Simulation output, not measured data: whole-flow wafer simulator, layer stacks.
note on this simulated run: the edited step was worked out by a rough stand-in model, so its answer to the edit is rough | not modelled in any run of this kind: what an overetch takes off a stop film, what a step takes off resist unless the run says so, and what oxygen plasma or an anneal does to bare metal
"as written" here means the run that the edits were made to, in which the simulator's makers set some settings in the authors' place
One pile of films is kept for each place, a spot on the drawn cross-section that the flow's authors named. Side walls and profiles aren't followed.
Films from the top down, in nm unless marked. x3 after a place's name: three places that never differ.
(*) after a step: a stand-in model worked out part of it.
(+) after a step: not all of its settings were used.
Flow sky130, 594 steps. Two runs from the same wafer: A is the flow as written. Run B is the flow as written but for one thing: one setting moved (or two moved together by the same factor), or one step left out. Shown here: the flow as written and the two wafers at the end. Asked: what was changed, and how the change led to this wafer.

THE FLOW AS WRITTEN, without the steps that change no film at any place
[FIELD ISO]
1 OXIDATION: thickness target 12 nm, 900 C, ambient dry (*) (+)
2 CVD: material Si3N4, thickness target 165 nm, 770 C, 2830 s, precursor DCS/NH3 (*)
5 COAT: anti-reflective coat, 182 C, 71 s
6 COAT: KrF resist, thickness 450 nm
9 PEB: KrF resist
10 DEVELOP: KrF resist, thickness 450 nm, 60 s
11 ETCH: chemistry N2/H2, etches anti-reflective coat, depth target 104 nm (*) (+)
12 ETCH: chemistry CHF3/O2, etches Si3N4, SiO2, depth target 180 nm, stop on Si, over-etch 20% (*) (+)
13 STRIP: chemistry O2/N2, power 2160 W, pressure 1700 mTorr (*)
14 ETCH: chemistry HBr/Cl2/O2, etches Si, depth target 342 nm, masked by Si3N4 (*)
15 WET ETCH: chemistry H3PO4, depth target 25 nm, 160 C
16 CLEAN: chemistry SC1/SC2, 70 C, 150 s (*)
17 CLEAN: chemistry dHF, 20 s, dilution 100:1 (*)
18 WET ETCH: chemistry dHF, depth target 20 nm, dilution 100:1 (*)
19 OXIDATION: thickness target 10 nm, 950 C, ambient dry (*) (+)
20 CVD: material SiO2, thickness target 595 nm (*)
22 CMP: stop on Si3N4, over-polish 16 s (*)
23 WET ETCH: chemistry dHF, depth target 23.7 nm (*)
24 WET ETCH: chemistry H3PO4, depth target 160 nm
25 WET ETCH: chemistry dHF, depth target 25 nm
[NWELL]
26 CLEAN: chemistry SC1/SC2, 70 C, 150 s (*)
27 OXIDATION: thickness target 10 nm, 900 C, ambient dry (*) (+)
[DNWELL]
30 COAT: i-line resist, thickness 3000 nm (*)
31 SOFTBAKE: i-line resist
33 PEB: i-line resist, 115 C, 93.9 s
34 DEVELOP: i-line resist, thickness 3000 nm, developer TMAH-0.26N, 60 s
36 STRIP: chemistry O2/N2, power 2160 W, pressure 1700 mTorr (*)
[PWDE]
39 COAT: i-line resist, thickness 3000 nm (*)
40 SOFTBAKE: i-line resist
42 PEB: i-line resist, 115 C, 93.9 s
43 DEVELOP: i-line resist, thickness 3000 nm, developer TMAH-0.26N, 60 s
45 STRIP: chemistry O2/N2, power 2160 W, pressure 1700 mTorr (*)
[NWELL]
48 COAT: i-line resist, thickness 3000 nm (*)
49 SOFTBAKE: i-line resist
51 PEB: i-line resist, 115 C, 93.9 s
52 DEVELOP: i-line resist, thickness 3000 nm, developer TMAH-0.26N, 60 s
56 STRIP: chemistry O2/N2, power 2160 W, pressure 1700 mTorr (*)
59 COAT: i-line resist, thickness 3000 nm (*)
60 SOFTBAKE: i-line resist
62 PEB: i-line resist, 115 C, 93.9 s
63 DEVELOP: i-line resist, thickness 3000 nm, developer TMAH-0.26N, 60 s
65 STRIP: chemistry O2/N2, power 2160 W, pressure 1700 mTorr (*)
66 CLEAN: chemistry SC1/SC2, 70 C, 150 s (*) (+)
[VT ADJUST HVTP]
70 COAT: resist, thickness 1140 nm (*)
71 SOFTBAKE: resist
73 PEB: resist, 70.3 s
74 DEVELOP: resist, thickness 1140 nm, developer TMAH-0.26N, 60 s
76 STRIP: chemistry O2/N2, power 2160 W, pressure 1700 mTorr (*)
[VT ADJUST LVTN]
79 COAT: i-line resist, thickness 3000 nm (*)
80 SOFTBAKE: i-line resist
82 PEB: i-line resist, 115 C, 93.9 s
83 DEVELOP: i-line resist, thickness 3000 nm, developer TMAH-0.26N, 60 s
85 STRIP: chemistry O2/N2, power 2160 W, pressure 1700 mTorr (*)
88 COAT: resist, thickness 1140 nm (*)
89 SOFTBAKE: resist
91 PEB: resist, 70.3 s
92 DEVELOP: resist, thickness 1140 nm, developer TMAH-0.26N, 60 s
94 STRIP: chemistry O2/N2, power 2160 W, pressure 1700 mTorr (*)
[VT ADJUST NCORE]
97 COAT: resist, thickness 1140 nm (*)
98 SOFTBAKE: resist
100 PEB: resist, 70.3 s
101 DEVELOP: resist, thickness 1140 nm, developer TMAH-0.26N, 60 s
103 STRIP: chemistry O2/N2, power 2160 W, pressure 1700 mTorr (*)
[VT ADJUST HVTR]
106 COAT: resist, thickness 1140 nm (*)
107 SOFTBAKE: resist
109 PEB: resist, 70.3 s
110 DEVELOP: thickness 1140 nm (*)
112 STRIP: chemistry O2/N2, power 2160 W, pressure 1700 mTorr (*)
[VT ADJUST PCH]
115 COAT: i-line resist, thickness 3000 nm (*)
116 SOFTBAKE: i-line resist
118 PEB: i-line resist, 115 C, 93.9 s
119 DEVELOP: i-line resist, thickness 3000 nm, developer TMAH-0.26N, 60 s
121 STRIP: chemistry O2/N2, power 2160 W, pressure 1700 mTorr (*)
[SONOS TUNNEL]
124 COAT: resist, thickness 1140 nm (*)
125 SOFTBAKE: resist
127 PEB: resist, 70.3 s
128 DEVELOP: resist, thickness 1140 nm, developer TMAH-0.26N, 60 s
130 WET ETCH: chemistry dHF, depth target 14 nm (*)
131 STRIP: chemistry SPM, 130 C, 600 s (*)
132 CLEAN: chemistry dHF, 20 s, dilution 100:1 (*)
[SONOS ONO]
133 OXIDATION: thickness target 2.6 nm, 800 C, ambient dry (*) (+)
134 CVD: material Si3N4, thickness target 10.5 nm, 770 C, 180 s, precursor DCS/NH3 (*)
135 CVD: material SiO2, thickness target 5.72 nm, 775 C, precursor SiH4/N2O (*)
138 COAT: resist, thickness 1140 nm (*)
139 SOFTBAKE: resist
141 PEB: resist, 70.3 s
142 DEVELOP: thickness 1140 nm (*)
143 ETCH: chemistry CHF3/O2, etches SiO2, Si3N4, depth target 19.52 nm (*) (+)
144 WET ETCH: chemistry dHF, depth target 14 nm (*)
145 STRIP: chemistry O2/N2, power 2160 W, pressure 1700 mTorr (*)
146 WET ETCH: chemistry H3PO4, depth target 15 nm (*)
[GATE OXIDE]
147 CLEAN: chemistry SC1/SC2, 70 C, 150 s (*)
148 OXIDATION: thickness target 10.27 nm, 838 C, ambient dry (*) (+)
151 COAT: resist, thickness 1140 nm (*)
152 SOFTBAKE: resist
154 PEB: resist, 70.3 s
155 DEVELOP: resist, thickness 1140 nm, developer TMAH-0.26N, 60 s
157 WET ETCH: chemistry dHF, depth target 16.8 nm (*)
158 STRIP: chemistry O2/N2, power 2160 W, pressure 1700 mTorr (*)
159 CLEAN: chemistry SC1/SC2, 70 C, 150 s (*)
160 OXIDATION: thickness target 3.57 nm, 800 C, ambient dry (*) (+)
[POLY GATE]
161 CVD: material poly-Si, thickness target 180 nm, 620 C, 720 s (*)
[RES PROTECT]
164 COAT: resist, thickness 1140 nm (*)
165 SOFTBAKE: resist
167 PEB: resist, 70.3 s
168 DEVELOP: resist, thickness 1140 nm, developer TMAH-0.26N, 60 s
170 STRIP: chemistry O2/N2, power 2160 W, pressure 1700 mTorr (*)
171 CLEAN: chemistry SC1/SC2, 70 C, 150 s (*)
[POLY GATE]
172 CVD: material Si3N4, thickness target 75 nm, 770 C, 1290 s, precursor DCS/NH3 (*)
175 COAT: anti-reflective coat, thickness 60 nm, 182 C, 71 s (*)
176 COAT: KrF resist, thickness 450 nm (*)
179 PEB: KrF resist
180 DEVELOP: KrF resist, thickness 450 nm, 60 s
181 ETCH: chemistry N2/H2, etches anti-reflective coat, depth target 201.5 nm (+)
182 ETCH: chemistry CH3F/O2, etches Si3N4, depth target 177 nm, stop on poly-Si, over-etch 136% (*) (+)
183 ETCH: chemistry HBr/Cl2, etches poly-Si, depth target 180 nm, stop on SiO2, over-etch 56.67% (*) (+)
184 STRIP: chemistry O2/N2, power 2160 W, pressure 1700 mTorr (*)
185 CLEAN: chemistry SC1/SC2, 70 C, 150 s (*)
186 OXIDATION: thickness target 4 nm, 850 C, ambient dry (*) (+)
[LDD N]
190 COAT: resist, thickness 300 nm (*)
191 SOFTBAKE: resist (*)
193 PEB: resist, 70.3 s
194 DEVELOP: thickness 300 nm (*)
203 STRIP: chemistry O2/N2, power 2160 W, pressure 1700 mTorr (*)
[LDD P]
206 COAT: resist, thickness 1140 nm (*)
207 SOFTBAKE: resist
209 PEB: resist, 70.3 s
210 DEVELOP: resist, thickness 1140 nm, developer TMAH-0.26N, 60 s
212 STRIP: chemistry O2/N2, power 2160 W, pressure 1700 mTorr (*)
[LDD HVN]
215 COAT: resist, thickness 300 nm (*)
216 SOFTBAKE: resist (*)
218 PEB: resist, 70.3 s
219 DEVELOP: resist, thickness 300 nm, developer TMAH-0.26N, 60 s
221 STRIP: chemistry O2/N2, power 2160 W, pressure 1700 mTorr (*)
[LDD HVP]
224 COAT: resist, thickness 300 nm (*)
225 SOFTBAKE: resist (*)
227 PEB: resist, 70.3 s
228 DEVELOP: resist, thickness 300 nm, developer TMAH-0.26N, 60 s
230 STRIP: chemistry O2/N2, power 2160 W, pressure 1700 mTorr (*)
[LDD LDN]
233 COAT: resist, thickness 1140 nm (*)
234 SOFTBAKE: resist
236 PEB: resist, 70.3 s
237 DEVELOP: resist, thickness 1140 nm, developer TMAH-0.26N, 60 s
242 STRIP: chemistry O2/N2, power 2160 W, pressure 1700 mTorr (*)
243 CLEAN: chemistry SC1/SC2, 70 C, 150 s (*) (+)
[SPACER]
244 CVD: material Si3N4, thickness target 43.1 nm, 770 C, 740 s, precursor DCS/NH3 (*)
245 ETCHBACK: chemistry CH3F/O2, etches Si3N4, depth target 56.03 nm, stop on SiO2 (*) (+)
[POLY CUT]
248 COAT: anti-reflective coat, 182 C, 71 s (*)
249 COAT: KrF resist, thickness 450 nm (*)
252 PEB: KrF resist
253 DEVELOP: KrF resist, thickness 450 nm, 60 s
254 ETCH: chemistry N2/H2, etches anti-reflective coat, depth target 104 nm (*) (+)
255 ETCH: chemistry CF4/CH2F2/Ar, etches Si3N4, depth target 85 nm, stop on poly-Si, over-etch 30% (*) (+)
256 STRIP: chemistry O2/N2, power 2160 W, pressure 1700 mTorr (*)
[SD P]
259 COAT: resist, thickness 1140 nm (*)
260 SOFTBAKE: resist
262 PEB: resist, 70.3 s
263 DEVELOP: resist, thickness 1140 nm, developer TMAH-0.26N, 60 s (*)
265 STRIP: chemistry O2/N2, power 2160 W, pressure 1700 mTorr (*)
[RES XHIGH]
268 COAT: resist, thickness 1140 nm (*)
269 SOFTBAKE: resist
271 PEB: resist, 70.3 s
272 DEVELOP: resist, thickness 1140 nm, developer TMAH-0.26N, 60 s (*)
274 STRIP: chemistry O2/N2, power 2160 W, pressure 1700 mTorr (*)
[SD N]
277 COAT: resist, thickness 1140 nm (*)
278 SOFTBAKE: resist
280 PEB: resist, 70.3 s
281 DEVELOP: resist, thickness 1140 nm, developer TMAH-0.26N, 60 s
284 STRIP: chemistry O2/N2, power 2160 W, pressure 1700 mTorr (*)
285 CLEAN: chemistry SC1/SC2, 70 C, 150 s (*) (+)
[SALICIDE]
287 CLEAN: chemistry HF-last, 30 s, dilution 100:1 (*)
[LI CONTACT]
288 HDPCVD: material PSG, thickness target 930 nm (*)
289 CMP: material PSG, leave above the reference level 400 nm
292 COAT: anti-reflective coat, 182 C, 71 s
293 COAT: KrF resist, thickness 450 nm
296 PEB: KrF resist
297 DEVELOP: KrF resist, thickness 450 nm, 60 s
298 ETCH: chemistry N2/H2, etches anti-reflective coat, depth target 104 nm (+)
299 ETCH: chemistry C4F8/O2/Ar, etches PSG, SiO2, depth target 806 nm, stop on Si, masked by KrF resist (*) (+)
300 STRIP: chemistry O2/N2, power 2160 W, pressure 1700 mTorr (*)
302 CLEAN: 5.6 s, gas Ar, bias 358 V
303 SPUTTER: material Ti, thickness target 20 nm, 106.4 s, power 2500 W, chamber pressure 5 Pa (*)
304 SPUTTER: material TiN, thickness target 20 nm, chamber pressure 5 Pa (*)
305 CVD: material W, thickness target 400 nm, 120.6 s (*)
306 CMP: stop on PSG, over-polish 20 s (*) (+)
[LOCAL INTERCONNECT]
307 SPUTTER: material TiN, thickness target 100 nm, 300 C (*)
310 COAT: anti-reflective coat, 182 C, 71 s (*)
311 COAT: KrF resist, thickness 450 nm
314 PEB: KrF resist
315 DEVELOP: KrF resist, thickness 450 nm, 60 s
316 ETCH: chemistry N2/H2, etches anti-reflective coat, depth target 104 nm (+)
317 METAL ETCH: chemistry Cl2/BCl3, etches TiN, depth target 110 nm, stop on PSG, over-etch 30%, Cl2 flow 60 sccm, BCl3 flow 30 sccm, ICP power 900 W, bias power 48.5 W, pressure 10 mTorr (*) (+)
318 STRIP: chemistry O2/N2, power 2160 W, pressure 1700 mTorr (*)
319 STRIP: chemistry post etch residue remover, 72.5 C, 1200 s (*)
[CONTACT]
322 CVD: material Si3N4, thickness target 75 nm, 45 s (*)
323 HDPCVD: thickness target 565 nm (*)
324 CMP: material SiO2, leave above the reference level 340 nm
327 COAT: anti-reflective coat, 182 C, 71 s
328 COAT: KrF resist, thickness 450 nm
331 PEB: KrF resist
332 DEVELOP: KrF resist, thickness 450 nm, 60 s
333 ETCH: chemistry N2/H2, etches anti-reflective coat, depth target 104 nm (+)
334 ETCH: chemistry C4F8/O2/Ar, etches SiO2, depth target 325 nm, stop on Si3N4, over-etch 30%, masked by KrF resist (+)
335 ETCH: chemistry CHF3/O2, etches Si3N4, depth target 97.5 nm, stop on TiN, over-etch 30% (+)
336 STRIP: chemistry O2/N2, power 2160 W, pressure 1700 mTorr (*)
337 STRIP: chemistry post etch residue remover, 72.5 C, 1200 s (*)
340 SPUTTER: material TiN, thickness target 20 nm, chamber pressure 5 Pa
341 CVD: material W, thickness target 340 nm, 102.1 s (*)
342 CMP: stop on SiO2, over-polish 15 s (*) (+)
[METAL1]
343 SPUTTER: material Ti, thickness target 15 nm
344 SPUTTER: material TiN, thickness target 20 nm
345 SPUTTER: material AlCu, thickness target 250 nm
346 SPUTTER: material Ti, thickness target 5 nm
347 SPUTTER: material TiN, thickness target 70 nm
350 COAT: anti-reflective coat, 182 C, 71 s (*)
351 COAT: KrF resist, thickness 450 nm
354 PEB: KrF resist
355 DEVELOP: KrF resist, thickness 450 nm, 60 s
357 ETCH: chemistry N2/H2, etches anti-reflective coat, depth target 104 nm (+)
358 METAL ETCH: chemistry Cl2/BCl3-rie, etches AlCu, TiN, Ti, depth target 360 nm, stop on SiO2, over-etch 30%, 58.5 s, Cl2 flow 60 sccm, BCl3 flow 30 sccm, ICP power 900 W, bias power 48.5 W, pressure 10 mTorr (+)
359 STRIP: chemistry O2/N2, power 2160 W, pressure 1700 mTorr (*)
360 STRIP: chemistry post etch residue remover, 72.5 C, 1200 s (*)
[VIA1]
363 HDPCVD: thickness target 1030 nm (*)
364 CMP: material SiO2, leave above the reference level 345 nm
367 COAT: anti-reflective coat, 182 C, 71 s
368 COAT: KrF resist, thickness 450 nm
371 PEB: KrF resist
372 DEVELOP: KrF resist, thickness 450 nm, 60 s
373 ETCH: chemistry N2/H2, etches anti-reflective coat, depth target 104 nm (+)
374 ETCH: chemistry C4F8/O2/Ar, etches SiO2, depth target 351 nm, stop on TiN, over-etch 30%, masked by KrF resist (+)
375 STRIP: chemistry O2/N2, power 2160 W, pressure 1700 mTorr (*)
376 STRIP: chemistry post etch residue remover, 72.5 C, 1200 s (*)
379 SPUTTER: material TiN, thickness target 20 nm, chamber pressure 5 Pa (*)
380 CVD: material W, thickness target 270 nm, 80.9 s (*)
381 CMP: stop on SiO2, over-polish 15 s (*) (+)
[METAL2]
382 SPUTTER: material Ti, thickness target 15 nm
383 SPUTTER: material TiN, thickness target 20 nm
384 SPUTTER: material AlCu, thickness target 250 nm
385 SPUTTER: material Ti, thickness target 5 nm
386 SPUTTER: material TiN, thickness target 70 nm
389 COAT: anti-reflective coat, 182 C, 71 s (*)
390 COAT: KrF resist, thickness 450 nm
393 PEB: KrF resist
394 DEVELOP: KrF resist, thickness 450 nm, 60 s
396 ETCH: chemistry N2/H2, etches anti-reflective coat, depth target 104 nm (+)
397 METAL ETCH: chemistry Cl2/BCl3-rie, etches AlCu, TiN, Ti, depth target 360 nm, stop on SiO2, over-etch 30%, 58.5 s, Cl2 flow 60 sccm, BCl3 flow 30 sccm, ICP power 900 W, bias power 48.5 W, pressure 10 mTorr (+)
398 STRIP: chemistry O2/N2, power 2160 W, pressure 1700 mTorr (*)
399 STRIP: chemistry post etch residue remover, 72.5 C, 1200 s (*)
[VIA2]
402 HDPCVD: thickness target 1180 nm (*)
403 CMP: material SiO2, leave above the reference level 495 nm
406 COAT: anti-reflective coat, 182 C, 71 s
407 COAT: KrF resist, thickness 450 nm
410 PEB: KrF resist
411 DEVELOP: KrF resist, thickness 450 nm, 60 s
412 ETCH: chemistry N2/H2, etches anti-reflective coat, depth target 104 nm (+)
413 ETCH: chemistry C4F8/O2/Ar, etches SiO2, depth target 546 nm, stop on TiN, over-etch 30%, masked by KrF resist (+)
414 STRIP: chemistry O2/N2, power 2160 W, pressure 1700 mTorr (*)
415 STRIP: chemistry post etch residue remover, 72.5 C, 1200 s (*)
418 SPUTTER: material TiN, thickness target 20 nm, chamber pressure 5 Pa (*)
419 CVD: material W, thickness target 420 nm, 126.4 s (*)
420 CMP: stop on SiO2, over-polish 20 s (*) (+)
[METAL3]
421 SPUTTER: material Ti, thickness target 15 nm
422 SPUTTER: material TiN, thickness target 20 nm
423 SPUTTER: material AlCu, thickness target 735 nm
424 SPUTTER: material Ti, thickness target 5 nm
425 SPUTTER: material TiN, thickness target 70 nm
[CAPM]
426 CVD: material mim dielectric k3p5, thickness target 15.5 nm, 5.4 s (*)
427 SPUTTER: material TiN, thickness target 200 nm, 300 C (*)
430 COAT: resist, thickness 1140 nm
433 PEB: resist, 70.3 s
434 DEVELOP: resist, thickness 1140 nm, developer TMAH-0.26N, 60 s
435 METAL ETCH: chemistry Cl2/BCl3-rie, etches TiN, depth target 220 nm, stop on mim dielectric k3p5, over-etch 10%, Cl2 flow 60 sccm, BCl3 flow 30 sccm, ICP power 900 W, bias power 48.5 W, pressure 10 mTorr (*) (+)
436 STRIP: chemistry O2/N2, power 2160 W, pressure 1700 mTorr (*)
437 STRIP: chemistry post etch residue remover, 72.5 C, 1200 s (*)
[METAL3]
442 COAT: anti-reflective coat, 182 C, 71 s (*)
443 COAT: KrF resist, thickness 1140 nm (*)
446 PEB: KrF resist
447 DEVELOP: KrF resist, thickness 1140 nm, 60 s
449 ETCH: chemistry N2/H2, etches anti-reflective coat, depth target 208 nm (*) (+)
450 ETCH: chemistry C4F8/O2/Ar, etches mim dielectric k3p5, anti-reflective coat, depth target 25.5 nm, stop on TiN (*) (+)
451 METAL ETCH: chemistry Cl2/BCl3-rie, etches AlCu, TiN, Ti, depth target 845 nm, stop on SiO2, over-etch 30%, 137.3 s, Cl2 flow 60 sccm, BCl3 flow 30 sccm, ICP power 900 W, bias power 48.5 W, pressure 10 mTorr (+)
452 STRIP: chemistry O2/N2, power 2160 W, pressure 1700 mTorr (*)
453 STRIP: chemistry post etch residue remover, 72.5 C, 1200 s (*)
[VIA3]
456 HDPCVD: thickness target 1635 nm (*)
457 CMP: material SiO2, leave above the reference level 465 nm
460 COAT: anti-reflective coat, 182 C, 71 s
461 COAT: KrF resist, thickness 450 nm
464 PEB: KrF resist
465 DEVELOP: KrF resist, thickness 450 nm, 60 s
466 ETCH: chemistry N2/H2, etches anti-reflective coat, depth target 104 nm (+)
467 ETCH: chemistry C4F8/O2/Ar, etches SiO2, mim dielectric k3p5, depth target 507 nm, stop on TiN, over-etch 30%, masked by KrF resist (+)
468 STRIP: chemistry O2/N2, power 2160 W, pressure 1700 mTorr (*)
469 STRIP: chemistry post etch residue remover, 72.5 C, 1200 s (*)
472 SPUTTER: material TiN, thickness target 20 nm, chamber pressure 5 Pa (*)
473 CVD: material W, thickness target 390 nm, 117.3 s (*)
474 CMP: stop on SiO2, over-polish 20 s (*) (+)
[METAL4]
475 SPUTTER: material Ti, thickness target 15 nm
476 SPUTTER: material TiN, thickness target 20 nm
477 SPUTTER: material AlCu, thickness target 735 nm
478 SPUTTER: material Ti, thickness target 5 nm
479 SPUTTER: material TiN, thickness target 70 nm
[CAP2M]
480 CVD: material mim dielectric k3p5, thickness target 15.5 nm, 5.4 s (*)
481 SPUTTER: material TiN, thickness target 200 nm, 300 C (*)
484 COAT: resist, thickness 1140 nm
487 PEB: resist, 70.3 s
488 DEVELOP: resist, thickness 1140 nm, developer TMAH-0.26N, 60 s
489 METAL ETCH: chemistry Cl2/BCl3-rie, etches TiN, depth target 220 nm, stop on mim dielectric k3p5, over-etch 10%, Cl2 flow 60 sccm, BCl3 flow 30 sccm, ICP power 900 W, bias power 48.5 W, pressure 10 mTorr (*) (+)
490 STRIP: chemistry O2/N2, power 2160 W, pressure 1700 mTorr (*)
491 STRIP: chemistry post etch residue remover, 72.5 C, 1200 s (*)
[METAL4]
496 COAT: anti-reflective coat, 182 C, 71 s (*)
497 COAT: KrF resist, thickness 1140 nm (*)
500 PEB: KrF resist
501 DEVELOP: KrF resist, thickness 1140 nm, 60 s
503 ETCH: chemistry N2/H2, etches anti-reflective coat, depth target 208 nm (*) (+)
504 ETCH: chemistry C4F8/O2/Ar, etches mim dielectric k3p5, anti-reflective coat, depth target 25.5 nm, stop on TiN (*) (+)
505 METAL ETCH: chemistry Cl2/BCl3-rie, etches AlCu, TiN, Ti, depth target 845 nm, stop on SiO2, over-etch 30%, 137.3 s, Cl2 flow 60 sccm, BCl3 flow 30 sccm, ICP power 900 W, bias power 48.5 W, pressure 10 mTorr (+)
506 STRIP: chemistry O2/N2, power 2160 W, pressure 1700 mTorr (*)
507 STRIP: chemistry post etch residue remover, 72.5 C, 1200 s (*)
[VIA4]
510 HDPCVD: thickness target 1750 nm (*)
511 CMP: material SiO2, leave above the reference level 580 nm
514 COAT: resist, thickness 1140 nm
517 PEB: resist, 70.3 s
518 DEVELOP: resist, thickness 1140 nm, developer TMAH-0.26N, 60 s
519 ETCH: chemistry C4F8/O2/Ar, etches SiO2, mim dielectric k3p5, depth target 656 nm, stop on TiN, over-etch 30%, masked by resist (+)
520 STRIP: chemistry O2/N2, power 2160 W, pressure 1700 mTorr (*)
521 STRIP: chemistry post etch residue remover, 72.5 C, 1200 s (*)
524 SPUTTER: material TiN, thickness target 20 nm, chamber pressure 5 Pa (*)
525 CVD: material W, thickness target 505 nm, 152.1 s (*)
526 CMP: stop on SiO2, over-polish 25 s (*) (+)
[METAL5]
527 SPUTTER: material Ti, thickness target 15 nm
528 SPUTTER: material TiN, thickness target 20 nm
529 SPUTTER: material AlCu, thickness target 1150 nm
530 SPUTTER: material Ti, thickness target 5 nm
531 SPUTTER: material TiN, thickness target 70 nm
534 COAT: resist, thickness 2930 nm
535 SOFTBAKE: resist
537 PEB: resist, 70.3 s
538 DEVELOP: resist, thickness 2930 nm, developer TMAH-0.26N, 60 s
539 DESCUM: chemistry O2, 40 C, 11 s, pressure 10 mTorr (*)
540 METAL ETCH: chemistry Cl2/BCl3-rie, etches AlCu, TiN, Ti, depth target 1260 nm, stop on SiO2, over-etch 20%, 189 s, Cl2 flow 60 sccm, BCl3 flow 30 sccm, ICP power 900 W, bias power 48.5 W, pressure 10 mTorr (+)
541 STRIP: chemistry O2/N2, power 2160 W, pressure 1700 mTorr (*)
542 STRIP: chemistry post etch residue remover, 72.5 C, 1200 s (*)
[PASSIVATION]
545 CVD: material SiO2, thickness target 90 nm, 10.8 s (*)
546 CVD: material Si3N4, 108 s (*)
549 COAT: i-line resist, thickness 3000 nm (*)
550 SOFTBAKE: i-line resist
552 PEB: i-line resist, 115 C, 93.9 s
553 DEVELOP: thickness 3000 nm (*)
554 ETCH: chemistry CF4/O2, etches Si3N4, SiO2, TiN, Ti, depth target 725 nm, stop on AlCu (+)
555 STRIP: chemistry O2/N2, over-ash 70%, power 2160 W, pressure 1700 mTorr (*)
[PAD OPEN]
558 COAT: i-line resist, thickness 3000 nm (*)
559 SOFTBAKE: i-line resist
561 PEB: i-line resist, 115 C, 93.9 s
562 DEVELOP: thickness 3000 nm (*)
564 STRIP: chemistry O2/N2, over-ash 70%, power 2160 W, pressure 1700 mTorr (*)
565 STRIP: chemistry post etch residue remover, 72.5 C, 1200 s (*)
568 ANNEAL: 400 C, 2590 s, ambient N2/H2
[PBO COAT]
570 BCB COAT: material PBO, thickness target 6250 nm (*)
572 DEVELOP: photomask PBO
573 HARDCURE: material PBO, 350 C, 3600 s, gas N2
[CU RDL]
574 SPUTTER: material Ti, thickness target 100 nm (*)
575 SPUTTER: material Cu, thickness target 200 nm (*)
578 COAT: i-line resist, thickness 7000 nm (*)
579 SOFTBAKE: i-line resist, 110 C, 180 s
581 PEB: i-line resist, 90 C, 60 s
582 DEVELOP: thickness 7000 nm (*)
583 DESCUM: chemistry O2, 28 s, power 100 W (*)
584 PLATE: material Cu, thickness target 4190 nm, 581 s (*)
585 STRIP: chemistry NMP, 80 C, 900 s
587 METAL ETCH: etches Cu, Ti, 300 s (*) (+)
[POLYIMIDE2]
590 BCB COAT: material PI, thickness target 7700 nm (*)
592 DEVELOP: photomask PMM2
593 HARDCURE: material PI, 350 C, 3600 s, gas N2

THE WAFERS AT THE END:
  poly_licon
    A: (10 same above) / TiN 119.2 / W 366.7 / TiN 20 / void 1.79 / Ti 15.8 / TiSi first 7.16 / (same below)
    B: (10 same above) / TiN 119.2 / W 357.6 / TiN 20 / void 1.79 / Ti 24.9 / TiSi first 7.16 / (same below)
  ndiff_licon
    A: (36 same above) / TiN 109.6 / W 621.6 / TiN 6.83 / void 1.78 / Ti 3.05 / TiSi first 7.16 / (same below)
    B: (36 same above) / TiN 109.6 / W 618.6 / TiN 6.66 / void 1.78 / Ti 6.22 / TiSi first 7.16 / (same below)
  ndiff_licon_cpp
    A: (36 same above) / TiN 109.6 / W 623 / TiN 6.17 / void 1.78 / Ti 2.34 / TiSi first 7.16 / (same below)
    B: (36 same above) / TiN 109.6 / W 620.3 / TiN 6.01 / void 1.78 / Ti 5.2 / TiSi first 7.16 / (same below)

The cause: step 303, SPUTTER: 154.2 s was run, where the flow has 106.4 s.

How the change led to this, step by step:
  303 SPUTTER: material Ti, thickness target 20 nm, 106.4 s, power 2500 W, chamber pressure 5 Pa (*)
      field, active, n_well and 185 more: A Ti +20 (new film) | B Ti +29.1 (new film)
      ndiff_licon: A Ti +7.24 (new film) | B Ti +10.4 (new film)
      (and at 2 more places)
  306 CMP: stop on PSG, over-polish 20 s (*) (+)
      field, active, n_well and 184 more: A W -400 (all of it), TiN -20 (all of it), Ti -20 (all of it), PSG -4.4 | B W -400 (all of it), TiN -20 (all of it), Ti -29.1 (all of it), PSG -4.4
      ndiff_licon, ndiff_licon_cpp, rpo_hd_licon: A W -444.9 | B W -454
      (and at 1 more place)
